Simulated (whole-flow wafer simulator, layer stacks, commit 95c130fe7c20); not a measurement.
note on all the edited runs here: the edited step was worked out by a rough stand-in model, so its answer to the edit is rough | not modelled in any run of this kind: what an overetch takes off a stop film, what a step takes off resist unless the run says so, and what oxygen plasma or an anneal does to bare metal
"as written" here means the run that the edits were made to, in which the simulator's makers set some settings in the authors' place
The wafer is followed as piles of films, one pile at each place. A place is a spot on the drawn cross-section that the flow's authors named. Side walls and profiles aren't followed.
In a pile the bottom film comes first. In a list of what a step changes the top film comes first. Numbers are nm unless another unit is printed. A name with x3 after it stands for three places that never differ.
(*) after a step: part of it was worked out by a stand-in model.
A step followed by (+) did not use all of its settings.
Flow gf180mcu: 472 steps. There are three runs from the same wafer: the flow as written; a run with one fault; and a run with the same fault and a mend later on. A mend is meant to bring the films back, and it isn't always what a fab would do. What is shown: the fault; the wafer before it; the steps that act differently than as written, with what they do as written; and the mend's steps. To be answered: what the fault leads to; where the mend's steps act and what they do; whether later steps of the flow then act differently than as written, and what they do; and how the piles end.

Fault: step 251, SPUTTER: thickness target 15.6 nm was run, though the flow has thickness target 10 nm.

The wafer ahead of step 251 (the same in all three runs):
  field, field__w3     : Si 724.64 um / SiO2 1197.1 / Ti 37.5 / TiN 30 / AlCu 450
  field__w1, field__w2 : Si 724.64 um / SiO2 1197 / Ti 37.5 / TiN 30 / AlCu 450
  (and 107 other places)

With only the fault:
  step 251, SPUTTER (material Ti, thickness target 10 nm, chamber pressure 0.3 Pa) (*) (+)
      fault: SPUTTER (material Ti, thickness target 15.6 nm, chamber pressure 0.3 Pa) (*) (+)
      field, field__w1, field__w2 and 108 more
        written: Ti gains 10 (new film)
        fault: Ti gains 15.6 (new film)
  Steps further on in the flow that do not act as written (5 other steps are not shown; they differ only slightly, by no more than 2% or 0.5 nm, whichever is larger):
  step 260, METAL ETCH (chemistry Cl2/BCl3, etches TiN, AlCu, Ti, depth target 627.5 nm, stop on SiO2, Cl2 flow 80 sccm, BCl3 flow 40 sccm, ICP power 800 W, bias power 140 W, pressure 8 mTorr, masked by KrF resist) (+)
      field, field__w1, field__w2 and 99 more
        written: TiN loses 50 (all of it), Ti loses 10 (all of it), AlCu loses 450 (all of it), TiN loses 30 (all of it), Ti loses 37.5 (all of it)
        fault: TiN loses 50 (all of it), Ti loses 15.6 (all of it), AlCu loses 450 (all of it), TiN loses 30 (all of it), Ti loses 37.5 (all of it)
  The piles end different from the flow's at field__w8, contact, m1 and 6 more by more than 2% or 0.5 nm, whichever is larger.
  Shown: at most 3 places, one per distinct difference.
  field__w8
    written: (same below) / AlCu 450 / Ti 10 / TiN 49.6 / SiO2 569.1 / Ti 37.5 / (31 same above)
    fault: (same below) / AlCu 450 / Ti 15.6 / TiN 49.6 / SiO2 563.5 / Ti 37.5 / (31 same above)
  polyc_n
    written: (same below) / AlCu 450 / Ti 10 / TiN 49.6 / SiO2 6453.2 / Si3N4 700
    fault: (same below) / AlCu 450 / Ti 15.6 / TiN 49.6 / SiO2 6447.6 / Si3N4 700
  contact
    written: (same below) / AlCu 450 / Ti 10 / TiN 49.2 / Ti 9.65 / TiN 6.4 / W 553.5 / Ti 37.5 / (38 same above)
    fault: (same below) / AlCu 450 / Ti 15.6 / TiN 49.2 / Ti 9.68 / TiN 6.42 / W 547.8 / Ti 37.5 / (38 same above)

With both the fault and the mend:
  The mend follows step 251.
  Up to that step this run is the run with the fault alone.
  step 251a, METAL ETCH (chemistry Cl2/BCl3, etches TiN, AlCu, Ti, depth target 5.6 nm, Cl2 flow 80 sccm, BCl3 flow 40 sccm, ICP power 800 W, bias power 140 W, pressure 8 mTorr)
      field, field__w1, field__w2 and 108 more
        Ti loses 5.6
  None of the later steps of the flow acts differently than as written at any place that is followed.
  The piles end the same as the flow's at every place that both follow.
